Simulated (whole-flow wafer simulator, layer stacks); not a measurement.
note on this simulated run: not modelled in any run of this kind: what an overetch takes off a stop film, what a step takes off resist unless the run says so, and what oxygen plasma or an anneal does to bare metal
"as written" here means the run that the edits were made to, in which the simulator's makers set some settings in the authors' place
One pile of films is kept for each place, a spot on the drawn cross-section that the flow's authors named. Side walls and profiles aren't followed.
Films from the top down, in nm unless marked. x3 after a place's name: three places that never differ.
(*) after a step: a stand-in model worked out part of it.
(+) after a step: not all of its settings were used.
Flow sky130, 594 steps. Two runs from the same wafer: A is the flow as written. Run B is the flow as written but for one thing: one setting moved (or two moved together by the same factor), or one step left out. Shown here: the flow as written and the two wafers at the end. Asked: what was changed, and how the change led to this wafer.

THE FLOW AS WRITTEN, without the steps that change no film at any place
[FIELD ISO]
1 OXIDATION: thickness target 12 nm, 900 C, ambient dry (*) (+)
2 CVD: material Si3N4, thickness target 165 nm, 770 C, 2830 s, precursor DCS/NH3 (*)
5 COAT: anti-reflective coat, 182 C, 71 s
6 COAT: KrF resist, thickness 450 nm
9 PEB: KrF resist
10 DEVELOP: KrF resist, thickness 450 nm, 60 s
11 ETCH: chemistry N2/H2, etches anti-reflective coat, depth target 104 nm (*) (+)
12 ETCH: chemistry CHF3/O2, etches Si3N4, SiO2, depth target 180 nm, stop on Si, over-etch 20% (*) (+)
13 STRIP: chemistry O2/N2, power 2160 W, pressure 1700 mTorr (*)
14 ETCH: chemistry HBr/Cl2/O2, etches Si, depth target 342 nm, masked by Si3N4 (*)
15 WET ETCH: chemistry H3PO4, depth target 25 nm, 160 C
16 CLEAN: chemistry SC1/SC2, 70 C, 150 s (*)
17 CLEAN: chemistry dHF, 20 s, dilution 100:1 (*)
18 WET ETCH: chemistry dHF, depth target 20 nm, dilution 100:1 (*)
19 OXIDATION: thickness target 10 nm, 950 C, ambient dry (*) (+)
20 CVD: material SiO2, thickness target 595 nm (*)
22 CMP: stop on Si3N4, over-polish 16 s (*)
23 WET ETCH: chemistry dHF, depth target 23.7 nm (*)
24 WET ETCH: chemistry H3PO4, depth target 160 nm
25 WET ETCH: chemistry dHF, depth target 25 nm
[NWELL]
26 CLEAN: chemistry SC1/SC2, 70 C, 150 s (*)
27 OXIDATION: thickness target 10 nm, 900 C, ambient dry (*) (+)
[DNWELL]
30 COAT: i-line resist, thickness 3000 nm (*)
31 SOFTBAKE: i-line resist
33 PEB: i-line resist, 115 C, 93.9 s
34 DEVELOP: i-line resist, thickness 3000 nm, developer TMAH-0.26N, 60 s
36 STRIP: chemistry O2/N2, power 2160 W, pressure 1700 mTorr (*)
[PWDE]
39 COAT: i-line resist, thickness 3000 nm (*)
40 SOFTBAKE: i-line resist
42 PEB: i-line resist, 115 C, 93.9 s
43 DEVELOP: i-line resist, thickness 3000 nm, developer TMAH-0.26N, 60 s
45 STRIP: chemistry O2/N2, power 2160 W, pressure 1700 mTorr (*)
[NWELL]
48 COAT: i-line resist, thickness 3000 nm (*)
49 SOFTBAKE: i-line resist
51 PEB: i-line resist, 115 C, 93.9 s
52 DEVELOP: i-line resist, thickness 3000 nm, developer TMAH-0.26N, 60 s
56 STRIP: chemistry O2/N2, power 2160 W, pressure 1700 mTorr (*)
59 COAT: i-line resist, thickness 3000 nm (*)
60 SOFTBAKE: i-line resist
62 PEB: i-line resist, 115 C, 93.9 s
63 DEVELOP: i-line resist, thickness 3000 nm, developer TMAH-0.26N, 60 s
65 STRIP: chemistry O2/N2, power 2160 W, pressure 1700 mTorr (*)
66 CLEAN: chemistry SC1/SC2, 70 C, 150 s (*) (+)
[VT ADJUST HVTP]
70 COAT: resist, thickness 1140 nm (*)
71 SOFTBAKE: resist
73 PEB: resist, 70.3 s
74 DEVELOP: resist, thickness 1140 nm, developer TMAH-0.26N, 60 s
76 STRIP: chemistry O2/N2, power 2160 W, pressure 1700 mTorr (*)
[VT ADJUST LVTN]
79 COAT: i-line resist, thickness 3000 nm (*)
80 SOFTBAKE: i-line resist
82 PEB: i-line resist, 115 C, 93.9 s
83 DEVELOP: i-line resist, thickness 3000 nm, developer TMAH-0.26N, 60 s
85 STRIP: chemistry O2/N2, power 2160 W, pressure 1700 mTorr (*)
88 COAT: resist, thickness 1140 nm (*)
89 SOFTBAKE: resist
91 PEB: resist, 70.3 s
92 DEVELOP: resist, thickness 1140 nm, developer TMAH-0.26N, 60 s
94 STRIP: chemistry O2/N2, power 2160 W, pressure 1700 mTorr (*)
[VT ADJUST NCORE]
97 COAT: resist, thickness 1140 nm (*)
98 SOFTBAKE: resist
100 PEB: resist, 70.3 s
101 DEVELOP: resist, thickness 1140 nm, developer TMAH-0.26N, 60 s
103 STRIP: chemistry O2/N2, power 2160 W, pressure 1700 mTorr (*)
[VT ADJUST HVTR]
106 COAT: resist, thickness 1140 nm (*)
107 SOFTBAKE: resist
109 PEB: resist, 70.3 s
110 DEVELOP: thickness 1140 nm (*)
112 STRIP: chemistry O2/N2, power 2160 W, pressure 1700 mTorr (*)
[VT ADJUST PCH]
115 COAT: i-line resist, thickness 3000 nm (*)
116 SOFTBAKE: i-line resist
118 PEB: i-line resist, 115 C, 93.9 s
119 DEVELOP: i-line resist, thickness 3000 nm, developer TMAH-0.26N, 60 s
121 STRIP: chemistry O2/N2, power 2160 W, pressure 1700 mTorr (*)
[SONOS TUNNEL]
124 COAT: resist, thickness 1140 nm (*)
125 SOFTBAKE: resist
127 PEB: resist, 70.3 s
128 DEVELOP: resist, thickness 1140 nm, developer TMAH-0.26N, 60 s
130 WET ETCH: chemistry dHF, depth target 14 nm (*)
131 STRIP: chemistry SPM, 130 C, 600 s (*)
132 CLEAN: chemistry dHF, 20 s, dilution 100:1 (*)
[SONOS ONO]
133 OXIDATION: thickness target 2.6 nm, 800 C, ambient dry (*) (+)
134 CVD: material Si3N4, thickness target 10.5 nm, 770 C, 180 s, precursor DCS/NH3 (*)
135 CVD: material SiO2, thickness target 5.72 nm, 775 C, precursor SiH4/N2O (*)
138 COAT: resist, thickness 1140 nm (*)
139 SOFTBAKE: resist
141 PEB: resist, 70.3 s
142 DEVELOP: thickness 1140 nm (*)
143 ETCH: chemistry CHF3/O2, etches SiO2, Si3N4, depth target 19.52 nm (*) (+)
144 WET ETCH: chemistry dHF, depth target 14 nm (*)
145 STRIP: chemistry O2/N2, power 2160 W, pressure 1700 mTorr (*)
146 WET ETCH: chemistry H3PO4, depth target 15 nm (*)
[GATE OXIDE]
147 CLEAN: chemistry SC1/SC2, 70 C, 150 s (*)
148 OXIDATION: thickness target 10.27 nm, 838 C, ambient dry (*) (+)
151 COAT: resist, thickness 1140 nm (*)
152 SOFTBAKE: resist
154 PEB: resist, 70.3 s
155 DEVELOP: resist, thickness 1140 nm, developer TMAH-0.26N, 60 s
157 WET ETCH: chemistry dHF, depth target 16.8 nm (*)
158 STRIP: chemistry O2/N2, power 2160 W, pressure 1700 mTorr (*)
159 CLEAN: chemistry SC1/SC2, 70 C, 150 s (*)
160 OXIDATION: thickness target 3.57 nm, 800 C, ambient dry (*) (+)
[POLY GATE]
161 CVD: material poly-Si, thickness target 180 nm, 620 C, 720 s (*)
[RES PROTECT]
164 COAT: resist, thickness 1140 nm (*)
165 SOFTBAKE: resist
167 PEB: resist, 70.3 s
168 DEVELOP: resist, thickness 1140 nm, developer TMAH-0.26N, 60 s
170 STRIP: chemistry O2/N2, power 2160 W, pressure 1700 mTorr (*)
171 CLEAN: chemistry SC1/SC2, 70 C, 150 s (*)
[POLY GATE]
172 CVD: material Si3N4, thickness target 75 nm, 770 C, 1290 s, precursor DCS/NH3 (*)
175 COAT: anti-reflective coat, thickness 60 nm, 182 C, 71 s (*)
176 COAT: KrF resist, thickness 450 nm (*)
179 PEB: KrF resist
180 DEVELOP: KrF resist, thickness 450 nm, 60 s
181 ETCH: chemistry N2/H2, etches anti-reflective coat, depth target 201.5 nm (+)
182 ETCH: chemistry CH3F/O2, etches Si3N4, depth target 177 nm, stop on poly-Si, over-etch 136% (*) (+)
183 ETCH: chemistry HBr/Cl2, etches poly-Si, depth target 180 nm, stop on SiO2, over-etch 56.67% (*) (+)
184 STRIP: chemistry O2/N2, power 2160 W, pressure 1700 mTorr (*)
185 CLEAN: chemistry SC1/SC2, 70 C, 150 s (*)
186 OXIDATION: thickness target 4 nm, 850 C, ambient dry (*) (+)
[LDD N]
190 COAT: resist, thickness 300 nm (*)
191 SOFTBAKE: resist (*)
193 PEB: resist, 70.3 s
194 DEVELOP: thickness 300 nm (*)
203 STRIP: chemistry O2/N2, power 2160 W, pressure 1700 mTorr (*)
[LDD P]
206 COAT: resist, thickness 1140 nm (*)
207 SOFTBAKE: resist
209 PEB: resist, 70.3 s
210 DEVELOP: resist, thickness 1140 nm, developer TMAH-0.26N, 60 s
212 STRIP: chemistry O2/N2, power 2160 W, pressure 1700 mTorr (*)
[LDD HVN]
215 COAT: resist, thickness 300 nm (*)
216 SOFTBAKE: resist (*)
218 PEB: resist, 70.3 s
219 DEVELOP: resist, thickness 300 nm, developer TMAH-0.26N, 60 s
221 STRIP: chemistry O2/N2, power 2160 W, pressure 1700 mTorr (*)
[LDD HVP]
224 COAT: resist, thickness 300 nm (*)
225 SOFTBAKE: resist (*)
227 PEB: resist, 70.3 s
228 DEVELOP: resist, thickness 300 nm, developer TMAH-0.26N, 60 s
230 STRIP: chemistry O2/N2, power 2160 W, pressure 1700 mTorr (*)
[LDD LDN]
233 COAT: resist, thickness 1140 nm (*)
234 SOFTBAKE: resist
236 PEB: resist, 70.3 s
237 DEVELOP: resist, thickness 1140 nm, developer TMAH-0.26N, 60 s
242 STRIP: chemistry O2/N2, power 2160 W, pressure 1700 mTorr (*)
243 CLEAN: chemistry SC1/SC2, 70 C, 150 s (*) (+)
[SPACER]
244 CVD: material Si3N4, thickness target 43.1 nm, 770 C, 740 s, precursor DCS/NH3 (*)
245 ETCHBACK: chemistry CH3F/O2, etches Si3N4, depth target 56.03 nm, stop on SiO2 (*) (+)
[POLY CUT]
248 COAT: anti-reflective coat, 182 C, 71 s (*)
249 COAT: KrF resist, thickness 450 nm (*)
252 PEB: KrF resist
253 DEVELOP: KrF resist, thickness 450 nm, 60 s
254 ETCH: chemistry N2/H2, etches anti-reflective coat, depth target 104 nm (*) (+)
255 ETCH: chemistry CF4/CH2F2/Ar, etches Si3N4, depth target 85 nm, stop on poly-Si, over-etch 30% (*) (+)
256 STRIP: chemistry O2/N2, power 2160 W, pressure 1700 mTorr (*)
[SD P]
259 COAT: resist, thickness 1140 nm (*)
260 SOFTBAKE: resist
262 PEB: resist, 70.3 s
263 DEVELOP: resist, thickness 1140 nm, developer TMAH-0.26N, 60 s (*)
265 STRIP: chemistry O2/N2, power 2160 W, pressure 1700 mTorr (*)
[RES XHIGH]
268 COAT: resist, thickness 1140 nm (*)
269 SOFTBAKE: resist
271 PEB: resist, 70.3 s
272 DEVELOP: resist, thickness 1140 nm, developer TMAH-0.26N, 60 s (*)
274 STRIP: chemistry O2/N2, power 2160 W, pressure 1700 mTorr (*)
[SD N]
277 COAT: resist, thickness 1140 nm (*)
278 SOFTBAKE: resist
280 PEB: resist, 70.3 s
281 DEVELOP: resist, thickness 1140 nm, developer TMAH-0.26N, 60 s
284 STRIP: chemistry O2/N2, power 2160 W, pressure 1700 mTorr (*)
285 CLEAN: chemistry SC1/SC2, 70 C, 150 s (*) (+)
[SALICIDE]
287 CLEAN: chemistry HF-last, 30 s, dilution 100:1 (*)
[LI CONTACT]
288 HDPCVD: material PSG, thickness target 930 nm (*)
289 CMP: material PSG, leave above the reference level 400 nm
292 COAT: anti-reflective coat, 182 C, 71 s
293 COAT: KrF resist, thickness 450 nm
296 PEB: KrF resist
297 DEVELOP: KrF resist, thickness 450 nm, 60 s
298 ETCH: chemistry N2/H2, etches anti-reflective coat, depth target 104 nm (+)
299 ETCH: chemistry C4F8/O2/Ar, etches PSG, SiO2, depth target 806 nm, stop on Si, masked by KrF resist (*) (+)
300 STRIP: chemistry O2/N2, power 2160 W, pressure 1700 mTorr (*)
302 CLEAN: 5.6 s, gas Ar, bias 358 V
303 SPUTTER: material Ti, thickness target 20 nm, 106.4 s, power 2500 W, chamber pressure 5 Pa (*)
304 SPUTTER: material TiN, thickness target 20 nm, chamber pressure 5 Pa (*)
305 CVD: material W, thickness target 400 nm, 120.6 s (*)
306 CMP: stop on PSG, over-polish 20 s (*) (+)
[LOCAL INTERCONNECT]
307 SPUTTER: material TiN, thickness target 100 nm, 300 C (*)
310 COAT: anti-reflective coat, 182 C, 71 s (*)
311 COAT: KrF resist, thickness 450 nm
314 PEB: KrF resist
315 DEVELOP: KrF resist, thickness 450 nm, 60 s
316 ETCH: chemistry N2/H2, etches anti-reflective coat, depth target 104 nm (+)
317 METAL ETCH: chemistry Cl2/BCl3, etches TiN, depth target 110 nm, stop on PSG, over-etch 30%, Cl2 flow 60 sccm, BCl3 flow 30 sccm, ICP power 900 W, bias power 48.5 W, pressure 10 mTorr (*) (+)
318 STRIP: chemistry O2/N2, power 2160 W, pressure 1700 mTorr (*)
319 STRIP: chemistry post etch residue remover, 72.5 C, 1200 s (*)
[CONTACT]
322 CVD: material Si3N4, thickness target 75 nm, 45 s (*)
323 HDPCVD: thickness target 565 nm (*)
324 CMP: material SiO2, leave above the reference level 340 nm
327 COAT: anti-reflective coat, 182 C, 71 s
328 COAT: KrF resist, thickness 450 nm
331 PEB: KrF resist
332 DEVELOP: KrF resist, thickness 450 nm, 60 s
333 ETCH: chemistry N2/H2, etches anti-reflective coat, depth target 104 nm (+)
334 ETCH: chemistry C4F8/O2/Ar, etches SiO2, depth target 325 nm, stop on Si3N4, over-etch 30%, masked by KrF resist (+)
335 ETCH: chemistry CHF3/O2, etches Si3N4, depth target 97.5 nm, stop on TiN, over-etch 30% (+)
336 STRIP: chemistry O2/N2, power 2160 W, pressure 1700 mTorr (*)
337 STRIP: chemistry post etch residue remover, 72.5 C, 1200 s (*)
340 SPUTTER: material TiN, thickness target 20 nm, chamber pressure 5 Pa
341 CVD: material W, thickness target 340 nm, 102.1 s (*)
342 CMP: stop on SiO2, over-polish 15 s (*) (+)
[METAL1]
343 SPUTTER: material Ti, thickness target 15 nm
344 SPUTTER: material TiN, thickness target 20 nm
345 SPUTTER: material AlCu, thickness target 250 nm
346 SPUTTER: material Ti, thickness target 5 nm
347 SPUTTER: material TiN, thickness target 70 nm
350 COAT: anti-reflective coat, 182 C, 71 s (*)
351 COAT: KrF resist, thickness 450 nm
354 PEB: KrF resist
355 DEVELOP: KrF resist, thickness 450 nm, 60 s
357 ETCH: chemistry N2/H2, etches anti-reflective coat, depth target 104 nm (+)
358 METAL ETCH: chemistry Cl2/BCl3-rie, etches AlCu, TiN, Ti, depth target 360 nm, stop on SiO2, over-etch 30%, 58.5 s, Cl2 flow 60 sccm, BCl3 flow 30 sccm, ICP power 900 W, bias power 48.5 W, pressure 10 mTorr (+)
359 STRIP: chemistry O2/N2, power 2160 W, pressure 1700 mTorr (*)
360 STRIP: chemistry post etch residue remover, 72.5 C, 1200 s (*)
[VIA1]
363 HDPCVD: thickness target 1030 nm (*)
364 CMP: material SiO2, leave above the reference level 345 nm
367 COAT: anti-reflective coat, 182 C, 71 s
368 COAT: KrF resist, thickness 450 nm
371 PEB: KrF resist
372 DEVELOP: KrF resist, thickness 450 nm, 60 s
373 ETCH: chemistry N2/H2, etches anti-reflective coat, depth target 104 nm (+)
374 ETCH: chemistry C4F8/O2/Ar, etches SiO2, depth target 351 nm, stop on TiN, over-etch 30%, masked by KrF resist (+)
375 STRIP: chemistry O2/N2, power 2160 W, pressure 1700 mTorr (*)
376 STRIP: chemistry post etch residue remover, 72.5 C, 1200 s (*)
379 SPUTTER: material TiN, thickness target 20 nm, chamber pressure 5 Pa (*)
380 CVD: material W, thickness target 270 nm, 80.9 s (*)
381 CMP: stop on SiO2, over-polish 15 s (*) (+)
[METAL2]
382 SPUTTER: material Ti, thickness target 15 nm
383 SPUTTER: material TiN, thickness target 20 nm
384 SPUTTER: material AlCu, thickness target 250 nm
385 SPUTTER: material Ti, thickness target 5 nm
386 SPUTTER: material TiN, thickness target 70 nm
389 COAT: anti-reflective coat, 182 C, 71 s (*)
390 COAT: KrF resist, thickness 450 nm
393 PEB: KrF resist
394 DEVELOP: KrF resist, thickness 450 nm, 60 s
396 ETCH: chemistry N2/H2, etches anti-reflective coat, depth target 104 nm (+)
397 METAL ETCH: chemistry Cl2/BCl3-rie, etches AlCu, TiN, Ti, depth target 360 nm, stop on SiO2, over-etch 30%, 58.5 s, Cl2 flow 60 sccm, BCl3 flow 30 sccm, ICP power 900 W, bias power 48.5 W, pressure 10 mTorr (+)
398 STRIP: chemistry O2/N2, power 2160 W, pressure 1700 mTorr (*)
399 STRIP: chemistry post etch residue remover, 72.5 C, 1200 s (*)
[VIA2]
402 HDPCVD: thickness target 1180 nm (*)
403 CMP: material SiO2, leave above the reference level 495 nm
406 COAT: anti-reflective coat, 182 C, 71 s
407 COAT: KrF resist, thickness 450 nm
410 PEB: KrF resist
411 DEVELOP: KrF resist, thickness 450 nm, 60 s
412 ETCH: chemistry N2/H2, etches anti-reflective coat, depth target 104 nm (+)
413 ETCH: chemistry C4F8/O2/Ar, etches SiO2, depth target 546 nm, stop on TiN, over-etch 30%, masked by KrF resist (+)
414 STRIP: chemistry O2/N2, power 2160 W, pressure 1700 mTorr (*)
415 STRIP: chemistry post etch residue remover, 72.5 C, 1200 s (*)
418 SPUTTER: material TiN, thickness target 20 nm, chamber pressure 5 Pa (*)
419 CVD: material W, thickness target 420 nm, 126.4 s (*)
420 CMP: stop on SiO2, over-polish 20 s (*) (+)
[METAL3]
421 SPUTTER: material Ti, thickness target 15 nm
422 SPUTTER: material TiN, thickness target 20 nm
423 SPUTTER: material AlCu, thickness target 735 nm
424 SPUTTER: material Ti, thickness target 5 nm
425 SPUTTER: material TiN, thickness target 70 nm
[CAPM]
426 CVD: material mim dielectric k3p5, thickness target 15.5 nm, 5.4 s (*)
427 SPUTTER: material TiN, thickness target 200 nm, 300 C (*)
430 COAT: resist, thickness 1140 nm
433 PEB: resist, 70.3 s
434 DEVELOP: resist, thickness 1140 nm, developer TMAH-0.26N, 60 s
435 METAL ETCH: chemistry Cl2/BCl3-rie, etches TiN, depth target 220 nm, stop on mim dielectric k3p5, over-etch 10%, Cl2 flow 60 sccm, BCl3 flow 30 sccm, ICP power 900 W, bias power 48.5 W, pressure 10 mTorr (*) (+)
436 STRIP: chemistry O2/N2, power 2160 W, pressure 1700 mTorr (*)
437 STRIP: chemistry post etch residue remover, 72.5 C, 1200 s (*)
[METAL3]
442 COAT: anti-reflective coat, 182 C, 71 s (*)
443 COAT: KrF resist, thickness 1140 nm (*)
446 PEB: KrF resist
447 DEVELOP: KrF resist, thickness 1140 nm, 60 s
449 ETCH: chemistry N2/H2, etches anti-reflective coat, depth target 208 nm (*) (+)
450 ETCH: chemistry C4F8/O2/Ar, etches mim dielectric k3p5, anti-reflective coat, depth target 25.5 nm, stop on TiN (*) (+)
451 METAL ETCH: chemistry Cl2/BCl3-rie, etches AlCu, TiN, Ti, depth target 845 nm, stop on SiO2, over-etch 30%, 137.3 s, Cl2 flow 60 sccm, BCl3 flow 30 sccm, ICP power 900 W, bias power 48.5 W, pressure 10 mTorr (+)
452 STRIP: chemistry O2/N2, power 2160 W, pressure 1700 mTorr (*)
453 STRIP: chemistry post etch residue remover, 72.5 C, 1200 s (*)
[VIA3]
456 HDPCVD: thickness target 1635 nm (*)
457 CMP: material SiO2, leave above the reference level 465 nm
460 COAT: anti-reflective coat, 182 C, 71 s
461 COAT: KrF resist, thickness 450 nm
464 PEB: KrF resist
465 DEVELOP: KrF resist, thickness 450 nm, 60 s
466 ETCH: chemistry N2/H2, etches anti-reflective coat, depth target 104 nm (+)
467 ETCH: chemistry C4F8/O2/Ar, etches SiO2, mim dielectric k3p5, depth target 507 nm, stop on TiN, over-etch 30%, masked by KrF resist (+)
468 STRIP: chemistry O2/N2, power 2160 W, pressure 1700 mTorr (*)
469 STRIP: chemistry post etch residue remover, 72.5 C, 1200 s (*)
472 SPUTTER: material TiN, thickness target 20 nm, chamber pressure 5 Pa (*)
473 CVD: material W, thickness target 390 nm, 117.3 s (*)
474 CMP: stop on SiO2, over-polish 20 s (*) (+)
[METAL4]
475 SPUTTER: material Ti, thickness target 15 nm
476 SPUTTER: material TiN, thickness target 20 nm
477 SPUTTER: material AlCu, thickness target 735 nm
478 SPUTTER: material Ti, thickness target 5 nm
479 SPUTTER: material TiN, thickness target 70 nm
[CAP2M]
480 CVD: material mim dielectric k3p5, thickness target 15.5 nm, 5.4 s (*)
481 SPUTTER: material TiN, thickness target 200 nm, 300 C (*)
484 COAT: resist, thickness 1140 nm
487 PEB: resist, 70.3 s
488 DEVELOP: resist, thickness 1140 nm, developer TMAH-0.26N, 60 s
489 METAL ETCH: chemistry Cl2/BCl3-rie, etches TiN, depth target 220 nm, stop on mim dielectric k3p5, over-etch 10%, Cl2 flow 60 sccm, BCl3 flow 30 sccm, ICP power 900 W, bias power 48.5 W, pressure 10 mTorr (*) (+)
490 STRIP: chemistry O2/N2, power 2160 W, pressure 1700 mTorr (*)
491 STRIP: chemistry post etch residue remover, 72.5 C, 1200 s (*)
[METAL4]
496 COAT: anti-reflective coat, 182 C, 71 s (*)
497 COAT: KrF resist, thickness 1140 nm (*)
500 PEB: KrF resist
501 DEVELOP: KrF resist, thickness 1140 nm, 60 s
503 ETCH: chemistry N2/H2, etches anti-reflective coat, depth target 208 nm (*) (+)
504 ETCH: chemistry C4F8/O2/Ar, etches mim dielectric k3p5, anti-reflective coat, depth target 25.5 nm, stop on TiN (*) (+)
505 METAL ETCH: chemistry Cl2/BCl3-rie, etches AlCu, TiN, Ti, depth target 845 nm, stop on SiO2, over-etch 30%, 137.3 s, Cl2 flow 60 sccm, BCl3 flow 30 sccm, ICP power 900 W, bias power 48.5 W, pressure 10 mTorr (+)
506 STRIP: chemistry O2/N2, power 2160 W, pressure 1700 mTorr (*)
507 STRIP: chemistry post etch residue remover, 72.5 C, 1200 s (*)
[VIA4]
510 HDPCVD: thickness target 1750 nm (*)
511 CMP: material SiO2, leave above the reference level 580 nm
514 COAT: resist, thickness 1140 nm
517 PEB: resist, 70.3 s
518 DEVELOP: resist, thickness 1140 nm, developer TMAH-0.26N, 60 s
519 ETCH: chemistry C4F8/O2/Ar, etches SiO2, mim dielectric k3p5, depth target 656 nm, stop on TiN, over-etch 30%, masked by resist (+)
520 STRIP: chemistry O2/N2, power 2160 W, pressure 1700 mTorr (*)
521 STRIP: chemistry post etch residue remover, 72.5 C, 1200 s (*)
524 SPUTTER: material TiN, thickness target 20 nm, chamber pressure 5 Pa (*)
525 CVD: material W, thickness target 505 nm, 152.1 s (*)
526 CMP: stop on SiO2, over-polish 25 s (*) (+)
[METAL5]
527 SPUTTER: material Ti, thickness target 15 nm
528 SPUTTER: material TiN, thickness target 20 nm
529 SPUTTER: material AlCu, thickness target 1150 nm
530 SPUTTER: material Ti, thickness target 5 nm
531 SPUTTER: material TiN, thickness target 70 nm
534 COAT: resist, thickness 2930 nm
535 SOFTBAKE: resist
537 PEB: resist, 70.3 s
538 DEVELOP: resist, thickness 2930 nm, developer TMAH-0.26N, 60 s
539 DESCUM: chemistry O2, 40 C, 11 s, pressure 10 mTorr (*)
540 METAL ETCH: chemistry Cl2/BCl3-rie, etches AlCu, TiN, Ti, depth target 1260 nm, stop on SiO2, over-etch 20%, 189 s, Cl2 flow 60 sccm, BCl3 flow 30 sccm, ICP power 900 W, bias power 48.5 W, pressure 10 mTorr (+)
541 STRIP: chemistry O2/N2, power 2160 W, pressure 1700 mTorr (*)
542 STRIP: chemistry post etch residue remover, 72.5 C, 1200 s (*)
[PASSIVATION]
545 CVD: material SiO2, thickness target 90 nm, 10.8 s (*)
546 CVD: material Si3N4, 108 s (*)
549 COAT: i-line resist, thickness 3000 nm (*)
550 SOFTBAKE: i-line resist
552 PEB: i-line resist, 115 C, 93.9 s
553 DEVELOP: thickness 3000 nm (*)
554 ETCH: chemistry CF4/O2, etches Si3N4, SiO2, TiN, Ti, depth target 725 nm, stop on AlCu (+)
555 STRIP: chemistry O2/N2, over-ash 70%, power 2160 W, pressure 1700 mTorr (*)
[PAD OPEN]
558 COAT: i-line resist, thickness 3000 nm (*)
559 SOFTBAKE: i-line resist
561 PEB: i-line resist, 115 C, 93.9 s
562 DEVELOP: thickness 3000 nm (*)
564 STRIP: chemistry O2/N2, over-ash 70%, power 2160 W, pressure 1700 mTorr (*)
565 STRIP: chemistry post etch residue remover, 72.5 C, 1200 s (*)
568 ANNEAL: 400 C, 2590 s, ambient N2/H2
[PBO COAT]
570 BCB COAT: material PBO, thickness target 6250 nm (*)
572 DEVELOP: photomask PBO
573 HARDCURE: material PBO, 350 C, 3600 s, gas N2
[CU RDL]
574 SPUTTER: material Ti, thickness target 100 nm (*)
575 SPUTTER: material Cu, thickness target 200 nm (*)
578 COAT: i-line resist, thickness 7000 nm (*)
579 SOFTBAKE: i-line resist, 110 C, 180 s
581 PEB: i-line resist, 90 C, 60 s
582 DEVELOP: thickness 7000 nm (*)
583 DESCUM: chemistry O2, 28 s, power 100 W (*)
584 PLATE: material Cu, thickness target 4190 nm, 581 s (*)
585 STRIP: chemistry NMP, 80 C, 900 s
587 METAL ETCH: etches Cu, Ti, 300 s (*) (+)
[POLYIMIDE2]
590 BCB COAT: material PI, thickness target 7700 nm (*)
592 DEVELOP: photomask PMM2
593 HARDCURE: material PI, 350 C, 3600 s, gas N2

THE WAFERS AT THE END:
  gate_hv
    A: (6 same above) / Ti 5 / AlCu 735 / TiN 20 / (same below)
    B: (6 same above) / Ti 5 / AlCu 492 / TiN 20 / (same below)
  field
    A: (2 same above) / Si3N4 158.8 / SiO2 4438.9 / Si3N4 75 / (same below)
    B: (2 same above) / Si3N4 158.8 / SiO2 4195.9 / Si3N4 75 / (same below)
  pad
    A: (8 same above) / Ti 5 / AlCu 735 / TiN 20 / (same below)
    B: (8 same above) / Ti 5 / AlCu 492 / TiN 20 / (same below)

The cause: step 477, SPUTTER: thickness target 492 nm was run, where the flow has thickness target 735 nm.
It can be read off the wafer: gate_hv has AlCu 492, and step 477 as written asks for 735 nm.

How the change led to this, step by step:
  477 SPUTTER: material AlCu, thickness target 735 nm
      field, active, n_well and 189 more: A AlCu +735 (new film) | B AlCu +492 (new film)
  505 METAL ETCH: chemistry Cl2/BCl3-rie, etches AlCu, TiN, Ti, depth target 845 nm, stop on SiO2, over-etch 30%, 137.3 s, Cl2 flow 60 sccm, BCl3 flow 30 sccm, ICP power 900 W, bias power 48.5 W, pressure 10 mTorr (+)
      field, gate, spacer and 64 more: A TiN -70 (all of it), Ti -5 (all of it), AlCu -735 (all of it), TiN -20 (all of it), Ti -15 (all of it), SiO2 -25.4 | B TiN -70 (all of it), Ti -5 (all of it), AlCu -492 (all of it), TiN -20 (all of it), Ti -15 (all of it), SiO2 -49.7
      vpp_iso1, m1_ln, rpo_hd and 6 more: A TiN -70 (all of it), Ti -5 (all of it), AlCu -735 (all of it), TiN -20 (all of it), Ti -15 (all of it), SiO2 -25.3 | B TiN -70 (all of it), Ti -5 (all of it), AlCu -492 (all of it), TiN -20 (all of it), Ti -15 (all of it), SiO2 -49.6
      (and at 12 more places)
  511 CMP: material SiO2, leave above the reference level 580 nm
      field, gate, spacer and 71 more: A SiO2 -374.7 | B SiO2 -593.3
      active, via2_hole, sonos_guard_hv, iso_guard_nw, rxpo_ln, rpm_encl_urpm: A SiO2 -374.7 | B SiO2 -593.4
      (and at 8 more places)
